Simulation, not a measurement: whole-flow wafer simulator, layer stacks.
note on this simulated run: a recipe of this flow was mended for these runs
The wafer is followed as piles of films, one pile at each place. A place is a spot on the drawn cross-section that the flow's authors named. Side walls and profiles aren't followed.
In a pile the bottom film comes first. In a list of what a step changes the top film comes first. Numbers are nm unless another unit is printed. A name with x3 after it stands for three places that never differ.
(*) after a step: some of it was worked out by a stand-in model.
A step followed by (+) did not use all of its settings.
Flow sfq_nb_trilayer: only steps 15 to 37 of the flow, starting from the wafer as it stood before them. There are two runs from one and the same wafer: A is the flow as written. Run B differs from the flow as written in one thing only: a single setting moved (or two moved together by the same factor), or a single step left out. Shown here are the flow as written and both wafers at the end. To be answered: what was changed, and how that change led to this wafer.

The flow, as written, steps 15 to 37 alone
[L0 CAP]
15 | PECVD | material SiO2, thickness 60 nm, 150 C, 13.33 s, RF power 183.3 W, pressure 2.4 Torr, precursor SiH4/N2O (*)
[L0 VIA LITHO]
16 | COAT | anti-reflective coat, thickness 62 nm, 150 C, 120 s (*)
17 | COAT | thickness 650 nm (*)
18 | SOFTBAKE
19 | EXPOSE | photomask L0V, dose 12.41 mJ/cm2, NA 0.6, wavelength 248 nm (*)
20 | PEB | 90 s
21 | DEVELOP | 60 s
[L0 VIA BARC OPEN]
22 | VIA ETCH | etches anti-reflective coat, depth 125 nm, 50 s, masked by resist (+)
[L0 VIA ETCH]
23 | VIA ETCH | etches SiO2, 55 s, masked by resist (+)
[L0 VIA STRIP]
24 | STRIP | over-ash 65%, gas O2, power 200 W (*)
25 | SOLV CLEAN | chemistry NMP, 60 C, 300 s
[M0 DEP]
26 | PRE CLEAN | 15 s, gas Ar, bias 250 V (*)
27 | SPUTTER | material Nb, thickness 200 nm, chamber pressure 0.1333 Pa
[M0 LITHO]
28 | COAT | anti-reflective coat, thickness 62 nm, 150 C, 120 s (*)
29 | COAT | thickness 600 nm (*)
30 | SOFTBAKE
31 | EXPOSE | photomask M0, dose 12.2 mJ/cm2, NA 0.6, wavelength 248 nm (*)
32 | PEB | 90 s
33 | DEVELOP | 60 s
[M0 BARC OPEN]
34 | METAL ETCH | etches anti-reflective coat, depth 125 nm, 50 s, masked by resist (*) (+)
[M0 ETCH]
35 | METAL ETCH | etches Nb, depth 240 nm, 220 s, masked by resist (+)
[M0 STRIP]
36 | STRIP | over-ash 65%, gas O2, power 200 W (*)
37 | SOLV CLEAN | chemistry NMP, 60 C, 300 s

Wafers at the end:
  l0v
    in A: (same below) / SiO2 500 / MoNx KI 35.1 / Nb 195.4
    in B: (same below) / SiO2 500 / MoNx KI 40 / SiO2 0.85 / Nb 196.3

The reason: step 23, VIA ETCH: 37 s was run, whereas the flow has 55 s.

How this came from the change, step by step:
  23 | VIA ETCH | etches SiO2, 55 s, masked by resist (+)
      l0v: A -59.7 SiO2 (all of it), -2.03 MoNx KI | B -53.8 SiO2
      field_l, v_sur, via_wl and 102 more: A -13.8 KrF-resist-other-grade | B -9.28 KrF-resist-other-grade
  26 | PRE CLEAN | 15 s, gas Ar, bias 250 V (*)
      l0v: A -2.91 MoNx KI | B -5 SiO2
  28 | COAT | anti-reflective coat, thickness 62 nm, 150 C, 120 s (*)
      l0_sur: A +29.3 anti-reflective coat (new film) | B +31.2 anti-reflective coat (new film)
      l0v: A +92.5 anti-reflective coat (new film) | B +89.6 anti-reflective coat (new film)
  36 | STRIP | over-ash 65%, gas O2, power 200 W (*)
      l0_sur: A -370 KrF-resist-other-grade (all of it), -29.3 anti-reflective coat (all of it) | B -369 KrF-resist-other-grade (all of it), -31.2 anti-reflective coat (all of it)
      l0v: A -374.1 KrF-resist-other-grade (all of it), -92.5 anti-reflective coat (all of it) | B -371.4 KrF-resist-other-grade (all of it), -89.6 anti-reflective coat (all of it)
With metal films that touch counted as one body, l0v has 2 bodies (between them, from the top down: SiO2 0.85); the flow as written gives 1 body.
